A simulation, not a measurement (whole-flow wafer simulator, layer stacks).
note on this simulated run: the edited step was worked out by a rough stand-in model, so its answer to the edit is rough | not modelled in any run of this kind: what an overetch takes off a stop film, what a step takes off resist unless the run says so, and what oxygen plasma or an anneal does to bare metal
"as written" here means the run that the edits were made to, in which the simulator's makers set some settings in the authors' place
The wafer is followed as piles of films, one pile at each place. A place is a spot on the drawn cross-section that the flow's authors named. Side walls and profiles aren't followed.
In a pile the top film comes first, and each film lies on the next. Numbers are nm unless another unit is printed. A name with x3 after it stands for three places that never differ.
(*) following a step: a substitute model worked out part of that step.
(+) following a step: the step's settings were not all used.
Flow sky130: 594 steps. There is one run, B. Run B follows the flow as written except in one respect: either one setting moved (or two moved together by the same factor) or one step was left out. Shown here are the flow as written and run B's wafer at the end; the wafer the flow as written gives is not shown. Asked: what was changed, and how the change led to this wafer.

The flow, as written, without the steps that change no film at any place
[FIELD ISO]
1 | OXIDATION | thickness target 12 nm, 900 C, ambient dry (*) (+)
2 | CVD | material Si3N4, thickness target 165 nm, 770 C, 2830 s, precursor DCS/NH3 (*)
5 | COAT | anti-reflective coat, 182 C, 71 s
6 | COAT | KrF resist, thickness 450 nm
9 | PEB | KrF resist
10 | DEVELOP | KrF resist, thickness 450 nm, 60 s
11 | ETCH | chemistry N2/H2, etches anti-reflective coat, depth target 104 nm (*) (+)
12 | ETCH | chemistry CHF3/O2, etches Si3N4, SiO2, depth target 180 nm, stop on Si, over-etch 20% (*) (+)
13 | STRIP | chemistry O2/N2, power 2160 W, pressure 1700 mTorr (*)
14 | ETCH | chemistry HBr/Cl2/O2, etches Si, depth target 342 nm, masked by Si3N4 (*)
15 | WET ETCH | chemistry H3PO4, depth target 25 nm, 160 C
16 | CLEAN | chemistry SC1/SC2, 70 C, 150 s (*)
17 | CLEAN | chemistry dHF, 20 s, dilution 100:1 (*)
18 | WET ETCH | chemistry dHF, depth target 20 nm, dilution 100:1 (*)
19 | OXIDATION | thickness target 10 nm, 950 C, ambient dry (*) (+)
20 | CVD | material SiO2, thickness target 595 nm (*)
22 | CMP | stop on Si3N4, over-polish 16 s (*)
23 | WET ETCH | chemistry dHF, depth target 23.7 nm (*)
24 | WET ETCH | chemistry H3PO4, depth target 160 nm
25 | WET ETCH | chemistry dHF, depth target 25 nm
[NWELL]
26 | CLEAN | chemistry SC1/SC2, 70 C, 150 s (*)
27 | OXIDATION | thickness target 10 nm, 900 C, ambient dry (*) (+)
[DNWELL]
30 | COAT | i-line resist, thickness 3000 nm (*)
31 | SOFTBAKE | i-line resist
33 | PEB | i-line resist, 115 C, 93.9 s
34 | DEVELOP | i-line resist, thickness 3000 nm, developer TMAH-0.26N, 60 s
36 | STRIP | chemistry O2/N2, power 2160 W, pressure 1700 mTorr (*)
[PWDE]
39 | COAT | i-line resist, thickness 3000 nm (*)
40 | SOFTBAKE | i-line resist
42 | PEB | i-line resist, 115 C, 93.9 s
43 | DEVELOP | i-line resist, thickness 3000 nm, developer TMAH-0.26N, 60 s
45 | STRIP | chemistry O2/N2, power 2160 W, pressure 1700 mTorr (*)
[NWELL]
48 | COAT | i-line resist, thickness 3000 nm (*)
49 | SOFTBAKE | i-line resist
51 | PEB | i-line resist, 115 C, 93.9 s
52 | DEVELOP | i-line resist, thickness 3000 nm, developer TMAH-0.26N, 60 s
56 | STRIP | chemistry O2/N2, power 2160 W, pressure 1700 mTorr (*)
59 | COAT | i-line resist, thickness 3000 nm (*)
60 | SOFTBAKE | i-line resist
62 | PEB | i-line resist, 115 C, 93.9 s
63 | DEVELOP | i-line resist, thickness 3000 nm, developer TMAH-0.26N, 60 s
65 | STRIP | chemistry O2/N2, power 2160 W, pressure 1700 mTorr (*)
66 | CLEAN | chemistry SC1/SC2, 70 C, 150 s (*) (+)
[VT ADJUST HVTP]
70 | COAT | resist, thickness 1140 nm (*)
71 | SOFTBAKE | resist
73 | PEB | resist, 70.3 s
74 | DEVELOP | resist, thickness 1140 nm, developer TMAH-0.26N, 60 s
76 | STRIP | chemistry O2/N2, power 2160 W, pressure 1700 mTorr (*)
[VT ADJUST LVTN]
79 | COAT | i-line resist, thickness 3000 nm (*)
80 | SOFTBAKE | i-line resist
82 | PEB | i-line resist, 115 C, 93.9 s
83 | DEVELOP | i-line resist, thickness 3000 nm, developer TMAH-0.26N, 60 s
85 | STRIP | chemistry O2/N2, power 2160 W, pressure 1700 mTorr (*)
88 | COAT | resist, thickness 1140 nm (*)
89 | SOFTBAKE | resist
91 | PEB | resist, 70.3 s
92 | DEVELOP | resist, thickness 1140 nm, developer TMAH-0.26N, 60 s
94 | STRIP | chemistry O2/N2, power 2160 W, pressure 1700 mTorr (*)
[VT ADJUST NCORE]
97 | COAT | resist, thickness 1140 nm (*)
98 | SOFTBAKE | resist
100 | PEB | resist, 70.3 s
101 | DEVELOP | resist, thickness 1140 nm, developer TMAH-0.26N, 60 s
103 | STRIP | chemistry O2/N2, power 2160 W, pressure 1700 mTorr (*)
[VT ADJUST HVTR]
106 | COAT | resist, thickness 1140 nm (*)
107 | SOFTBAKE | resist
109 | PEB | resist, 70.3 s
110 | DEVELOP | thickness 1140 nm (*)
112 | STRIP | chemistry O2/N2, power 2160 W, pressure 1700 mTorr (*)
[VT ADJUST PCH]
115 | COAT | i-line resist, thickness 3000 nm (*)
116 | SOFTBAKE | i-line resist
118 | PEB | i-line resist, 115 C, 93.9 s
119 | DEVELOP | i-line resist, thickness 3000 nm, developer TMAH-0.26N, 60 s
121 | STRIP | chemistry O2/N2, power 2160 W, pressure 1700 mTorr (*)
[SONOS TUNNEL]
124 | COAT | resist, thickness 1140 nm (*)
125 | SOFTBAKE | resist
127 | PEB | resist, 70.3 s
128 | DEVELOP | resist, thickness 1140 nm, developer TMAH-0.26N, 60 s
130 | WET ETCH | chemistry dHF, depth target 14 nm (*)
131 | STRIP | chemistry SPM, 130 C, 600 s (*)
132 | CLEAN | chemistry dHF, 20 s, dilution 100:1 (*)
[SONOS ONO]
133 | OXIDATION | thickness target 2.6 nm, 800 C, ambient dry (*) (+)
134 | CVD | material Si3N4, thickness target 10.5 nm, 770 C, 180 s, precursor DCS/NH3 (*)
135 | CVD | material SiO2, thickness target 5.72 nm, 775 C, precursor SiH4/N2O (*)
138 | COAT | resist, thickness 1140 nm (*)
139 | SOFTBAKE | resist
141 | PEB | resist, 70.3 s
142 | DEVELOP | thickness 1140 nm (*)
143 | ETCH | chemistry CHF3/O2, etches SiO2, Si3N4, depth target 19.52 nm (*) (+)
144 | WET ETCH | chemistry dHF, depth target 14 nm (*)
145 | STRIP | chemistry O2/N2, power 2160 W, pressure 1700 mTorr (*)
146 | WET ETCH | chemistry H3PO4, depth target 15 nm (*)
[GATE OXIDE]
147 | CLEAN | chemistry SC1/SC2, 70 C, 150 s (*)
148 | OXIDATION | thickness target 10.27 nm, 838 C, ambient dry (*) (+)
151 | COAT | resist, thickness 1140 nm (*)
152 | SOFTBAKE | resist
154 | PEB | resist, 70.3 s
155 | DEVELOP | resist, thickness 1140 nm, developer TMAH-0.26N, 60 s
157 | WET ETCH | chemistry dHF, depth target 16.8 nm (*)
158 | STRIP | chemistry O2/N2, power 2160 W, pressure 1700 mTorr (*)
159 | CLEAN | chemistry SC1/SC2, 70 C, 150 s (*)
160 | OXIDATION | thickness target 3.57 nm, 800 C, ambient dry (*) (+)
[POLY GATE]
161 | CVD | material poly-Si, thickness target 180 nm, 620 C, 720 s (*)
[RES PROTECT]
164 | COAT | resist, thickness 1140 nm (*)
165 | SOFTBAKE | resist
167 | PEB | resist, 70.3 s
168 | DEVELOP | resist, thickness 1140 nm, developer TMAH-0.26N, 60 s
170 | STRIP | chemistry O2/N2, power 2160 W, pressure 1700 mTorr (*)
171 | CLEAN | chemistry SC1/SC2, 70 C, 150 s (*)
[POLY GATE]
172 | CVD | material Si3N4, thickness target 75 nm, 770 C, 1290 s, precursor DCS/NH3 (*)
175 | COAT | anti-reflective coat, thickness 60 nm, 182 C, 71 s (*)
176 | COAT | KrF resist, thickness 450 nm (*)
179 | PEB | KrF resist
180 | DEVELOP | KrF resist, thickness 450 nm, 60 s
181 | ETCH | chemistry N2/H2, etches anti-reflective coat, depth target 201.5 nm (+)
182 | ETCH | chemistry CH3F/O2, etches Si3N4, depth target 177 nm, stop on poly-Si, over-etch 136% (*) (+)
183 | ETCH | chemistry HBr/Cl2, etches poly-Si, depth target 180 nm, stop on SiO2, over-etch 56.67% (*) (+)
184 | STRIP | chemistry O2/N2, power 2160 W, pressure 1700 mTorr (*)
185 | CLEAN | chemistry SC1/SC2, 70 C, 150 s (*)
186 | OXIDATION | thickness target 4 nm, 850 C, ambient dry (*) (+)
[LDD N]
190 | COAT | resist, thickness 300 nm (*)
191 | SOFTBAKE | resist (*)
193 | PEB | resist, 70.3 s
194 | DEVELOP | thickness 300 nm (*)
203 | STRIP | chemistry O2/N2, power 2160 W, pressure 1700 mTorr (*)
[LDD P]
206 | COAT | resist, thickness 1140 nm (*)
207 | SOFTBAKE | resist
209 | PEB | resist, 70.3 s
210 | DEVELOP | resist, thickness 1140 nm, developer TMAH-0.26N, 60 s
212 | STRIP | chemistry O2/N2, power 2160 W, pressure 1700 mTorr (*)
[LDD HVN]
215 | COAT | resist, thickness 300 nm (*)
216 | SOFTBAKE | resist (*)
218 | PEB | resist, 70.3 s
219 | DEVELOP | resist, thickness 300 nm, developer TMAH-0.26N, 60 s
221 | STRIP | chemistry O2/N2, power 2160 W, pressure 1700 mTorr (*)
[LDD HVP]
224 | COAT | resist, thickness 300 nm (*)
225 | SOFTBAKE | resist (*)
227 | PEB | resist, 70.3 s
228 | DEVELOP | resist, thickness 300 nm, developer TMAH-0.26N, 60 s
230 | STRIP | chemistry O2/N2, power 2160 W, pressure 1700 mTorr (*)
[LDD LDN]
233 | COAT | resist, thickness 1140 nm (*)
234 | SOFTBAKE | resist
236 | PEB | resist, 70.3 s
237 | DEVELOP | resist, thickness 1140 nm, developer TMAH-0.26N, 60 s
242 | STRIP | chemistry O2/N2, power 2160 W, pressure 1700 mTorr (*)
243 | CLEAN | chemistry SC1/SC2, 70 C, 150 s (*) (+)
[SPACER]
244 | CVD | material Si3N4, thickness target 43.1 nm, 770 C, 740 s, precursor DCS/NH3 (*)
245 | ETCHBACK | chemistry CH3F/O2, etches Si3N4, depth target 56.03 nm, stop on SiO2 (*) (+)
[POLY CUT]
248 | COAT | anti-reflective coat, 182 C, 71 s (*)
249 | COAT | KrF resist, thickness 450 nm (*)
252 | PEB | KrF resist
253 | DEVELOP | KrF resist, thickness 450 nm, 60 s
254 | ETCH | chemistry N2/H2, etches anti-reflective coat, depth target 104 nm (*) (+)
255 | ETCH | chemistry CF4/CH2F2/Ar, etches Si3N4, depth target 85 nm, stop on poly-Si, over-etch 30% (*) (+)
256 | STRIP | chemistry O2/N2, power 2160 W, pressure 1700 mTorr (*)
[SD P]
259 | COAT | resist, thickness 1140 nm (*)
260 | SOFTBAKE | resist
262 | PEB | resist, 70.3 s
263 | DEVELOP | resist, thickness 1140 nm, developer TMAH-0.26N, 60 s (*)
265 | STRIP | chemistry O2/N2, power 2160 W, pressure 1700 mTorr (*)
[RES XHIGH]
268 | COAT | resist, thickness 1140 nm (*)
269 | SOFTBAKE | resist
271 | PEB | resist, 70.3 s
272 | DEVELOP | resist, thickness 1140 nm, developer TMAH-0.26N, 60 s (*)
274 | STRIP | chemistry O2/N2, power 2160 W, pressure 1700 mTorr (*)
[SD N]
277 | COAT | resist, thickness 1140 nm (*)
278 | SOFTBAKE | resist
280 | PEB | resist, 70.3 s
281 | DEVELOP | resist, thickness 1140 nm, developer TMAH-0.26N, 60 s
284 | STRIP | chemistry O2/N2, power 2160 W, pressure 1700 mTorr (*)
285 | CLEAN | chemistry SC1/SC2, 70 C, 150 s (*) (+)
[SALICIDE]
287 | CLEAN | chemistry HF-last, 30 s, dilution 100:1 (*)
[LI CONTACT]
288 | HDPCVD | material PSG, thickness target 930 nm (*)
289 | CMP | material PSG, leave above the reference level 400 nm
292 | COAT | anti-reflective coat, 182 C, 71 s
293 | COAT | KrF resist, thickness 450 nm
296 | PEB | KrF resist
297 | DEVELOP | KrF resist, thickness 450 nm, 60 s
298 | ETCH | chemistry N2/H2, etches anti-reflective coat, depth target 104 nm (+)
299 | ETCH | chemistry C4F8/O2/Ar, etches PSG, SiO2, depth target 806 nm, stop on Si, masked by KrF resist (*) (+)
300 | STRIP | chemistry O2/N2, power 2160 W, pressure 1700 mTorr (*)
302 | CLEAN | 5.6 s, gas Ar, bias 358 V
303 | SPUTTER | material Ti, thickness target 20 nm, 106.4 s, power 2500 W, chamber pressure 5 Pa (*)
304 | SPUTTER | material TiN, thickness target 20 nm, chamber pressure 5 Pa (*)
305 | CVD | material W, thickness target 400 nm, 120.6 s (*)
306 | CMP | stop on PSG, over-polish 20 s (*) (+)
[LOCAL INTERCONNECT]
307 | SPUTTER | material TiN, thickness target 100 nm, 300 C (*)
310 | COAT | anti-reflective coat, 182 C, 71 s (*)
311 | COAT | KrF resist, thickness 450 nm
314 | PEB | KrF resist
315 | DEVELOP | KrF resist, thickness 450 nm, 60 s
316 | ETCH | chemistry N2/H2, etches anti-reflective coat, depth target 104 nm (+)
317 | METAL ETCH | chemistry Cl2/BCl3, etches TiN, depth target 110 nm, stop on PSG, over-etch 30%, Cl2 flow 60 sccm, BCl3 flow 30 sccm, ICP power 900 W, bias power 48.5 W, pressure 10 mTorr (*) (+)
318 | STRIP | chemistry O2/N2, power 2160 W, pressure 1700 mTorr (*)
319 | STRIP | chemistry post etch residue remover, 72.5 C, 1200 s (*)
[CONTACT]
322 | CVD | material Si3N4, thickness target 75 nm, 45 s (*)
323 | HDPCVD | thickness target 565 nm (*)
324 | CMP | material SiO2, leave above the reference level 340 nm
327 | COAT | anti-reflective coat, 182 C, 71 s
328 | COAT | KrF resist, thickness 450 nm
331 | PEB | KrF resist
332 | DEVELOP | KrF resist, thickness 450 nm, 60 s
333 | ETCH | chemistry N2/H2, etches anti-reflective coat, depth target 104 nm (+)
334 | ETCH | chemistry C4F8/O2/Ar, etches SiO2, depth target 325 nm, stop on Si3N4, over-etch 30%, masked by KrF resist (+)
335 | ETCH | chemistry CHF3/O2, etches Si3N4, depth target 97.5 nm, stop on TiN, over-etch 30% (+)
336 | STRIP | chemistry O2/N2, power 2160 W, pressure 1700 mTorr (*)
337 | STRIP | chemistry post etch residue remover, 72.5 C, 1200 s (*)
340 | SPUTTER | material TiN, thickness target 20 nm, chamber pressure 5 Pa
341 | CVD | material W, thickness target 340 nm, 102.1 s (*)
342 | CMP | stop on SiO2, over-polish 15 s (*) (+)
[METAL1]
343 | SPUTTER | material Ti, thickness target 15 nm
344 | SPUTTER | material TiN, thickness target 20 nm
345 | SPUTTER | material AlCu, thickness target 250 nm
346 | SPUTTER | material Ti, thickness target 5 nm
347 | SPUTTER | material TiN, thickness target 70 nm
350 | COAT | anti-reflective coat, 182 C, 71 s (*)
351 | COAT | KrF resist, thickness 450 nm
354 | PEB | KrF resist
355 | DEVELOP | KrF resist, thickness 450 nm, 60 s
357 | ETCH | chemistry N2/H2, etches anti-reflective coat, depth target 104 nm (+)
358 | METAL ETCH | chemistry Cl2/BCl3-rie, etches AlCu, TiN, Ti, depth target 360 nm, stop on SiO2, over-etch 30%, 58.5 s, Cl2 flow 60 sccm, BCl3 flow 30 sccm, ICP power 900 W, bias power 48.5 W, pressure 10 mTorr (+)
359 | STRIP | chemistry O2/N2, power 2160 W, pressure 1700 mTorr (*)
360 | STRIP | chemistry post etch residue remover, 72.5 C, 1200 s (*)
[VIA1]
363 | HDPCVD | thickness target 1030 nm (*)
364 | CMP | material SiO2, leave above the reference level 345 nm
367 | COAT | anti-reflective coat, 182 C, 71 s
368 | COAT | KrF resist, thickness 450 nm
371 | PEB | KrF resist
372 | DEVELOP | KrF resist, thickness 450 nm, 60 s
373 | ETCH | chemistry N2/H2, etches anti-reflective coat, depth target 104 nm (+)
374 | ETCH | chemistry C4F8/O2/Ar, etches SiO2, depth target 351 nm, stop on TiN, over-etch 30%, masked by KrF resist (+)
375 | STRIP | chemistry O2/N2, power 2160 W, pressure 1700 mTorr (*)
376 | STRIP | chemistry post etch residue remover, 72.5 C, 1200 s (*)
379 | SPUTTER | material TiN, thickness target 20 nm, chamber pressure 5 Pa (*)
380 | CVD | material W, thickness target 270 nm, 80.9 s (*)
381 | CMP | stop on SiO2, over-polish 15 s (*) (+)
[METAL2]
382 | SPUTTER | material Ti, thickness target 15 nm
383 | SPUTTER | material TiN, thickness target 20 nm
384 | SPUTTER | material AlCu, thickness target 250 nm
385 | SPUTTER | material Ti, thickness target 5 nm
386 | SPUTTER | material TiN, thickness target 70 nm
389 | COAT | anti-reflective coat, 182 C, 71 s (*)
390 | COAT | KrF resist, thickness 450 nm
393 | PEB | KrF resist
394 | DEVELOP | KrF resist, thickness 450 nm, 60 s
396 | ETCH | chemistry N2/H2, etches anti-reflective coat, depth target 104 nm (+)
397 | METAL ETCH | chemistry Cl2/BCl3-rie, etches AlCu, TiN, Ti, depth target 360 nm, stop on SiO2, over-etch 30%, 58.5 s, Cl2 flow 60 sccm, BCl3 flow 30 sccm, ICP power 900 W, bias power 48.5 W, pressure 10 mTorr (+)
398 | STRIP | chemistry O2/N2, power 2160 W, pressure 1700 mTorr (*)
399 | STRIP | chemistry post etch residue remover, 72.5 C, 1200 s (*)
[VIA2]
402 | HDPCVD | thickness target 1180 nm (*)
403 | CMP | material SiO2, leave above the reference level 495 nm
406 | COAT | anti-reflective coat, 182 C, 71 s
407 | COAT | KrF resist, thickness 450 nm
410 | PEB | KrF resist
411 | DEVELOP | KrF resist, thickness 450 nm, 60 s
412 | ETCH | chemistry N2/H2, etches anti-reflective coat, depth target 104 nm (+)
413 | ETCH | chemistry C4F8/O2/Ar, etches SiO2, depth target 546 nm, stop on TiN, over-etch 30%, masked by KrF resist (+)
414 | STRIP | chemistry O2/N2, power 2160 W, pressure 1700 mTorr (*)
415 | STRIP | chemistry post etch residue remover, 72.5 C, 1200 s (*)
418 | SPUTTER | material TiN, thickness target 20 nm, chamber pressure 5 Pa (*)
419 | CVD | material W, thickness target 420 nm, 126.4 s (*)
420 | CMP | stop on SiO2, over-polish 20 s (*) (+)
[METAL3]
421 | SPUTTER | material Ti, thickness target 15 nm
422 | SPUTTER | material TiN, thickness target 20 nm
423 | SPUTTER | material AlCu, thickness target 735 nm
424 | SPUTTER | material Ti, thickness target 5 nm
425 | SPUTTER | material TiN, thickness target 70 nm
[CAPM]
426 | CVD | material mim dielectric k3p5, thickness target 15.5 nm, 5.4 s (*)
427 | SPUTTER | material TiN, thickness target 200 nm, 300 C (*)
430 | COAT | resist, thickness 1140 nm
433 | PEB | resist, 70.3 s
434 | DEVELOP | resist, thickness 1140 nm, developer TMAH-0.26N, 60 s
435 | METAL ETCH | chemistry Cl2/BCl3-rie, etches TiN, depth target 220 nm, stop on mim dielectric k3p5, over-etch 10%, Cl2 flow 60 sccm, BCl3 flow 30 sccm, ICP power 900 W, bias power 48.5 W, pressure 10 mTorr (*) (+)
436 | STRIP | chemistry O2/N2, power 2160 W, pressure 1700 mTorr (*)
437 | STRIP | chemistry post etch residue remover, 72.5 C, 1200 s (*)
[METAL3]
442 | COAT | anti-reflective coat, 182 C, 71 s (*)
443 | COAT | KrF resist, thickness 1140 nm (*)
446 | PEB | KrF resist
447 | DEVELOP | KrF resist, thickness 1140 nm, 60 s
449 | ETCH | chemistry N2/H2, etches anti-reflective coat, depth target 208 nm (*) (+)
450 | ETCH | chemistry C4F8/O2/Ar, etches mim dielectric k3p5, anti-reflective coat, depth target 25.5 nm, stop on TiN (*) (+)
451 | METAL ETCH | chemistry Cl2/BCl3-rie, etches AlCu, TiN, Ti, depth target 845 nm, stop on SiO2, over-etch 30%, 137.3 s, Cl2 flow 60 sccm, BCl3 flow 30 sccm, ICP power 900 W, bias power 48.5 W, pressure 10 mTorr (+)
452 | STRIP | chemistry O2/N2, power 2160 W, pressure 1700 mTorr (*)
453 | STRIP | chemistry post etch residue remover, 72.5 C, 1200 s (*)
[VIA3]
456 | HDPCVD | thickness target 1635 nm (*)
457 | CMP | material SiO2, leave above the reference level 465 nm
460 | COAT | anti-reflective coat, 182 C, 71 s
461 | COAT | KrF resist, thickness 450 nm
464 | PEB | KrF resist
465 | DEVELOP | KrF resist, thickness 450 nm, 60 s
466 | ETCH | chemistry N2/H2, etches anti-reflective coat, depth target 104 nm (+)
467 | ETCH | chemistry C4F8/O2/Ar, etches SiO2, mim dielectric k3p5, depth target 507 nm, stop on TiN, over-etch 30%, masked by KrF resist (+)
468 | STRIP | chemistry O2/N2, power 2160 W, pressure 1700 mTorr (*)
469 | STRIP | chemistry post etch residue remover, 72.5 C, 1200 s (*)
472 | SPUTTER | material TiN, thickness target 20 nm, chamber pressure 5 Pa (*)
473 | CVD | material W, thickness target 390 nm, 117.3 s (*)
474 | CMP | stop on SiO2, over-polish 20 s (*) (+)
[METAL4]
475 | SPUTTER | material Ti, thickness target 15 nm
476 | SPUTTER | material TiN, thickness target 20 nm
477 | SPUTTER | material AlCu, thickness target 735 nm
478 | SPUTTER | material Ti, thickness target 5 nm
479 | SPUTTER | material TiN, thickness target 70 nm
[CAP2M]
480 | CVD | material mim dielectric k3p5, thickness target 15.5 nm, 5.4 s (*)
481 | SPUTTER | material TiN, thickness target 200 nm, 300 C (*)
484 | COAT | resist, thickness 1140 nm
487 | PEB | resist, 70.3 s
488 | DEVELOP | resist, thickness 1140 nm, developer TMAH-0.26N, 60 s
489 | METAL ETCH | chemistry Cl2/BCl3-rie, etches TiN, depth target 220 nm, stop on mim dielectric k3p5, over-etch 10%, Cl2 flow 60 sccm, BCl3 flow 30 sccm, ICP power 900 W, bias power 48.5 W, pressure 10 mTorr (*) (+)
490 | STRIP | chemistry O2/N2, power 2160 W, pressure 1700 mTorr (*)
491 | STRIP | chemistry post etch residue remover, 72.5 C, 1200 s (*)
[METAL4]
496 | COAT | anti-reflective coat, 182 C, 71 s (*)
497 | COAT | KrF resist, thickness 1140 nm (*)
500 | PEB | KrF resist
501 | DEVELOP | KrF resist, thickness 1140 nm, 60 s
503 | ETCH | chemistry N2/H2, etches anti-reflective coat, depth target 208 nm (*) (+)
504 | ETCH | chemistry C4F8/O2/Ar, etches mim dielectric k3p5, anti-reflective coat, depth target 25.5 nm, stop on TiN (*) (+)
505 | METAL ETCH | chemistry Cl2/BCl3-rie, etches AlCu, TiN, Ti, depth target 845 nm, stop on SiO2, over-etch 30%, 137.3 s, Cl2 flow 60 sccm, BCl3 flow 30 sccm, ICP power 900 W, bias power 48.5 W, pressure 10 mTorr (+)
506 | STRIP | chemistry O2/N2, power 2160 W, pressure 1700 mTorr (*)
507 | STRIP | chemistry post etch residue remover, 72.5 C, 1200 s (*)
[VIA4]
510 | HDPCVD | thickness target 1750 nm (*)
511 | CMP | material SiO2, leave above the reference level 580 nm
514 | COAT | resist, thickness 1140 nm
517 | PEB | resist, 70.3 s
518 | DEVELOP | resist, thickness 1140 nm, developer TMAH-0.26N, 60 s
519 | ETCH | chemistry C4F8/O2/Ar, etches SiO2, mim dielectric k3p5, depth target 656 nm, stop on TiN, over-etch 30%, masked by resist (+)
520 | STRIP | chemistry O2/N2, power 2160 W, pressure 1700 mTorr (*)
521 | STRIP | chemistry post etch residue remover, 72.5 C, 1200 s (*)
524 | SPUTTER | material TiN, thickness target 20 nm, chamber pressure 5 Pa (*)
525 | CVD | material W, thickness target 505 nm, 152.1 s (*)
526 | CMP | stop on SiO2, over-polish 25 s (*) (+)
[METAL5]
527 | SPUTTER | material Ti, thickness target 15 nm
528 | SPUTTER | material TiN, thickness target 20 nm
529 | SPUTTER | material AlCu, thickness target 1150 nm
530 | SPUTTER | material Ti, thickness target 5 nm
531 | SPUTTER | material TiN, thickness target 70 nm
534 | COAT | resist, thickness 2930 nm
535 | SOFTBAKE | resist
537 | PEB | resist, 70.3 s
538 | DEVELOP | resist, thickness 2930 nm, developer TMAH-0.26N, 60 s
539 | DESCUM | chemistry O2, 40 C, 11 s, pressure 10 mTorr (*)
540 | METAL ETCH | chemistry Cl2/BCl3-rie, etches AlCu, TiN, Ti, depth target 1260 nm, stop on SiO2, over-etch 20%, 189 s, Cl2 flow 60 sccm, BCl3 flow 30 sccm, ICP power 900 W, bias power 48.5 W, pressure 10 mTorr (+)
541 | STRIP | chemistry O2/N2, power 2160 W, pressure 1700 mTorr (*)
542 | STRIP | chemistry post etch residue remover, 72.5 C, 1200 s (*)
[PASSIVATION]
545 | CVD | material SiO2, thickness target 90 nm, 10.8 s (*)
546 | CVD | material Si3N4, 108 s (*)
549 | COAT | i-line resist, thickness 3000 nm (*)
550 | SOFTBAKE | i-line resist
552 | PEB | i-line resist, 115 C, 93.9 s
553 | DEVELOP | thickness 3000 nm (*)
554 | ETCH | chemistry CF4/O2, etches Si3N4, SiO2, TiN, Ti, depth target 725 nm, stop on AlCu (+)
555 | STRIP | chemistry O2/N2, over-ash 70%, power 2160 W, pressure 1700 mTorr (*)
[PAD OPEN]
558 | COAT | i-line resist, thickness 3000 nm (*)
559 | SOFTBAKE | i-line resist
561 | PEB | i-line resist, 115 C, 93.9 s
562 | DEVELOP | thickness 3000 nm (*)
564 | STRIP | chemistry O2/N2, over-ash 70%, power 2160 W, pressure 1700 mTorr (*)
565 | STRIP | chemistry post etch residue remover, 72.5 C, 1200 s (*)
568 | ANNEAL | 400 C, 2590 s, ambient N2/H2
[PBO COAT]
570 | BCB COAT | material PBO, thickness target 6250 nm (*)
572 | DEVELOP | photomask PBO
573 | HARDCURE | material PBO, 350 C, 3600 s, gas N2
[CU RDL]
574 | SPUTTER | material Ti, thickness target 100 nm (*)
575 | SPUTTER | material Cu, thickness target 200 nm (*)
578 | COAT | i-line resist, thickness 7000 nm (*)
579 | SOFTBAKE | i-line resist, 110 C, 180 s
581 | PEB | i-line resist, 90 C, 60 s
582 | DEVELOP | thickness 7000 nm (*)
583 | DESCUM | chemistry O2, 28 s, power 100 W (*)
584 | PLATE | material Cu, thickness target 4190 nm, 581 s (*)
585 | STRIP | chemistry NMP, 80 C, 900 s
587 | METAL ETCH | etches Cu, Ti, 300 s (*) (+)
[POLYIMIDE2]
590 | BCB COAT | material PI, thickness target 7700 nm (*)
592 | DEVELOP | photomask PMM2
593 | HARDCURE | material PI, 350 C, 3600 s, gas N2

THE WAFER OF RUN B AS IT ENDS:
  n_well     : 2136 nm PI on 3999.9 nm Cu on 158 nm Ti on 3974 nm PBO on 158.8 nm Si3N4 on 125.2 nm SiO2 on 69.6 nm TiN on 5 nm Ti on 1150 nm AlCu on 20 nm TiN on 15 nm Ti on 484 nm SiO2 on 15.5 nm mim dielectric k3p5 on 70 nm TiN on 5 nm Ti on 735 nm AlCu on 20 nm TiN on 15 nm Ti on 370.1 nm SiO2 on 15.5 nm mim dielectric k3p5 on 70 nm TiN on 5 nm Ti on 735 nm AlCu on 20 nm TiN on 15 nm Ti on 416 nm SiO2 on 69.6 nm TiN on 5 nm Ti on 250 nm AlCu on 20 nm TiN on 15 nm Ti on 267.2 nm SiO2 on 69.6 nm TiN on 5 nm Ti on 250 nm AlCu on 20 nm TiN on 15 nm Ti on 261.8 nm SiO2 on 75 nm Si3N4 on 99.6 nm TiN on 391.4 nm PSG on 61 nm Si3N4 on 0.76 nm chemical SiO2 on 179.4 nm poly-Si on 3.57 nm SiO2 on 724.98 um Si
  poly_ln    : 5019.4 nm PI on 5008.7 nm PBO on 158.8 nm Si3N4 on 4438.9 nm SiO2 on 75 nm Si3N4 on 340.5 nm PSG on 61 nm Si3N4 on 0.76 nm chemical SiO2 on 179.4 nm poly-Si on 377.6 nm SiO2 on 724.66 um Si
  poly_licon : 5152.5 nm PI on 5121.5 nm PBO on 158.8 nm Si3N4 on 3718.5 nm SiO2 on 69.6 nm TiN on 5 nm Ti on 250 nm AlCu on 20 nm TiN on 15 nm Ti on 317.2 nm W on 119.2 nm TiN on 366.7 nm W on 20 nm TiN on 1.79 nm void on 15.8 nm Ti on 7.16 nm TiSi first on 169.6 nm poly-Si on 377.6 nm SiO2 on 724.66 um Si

The reason: step 574, SPUTTER: thickness target 158 nm was run, whereas the flow has thickness target 100 nm.
The wafer itself shows it: n_well has Ti 158, and step 574 as written asks for 100 nm.

Step by step, how the change led to this:
  574 | SPUTTER | material Ti, thickness target 100 nm (*)
      field, active, n_well and 190 more: +158 Ti (new film) (in the flow as written it would be: +100 Ti (new film))
  587 | METAL ETCH | etches Cu, Ti, 300 s (*) (+)
      field, active, gate and 167 more: -200 Cu (all of it), -158 Ti (all of it) (in the flow as written it would be: -200 Cu (all of it), -100 Ti (all of it))
  590 | BCB COAT | material PI, thickness target 7700 nm (*)
      de16_gate_nw: +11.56 um PI (new film) (in the flow as written it would be: +11.5 um PI (new film))
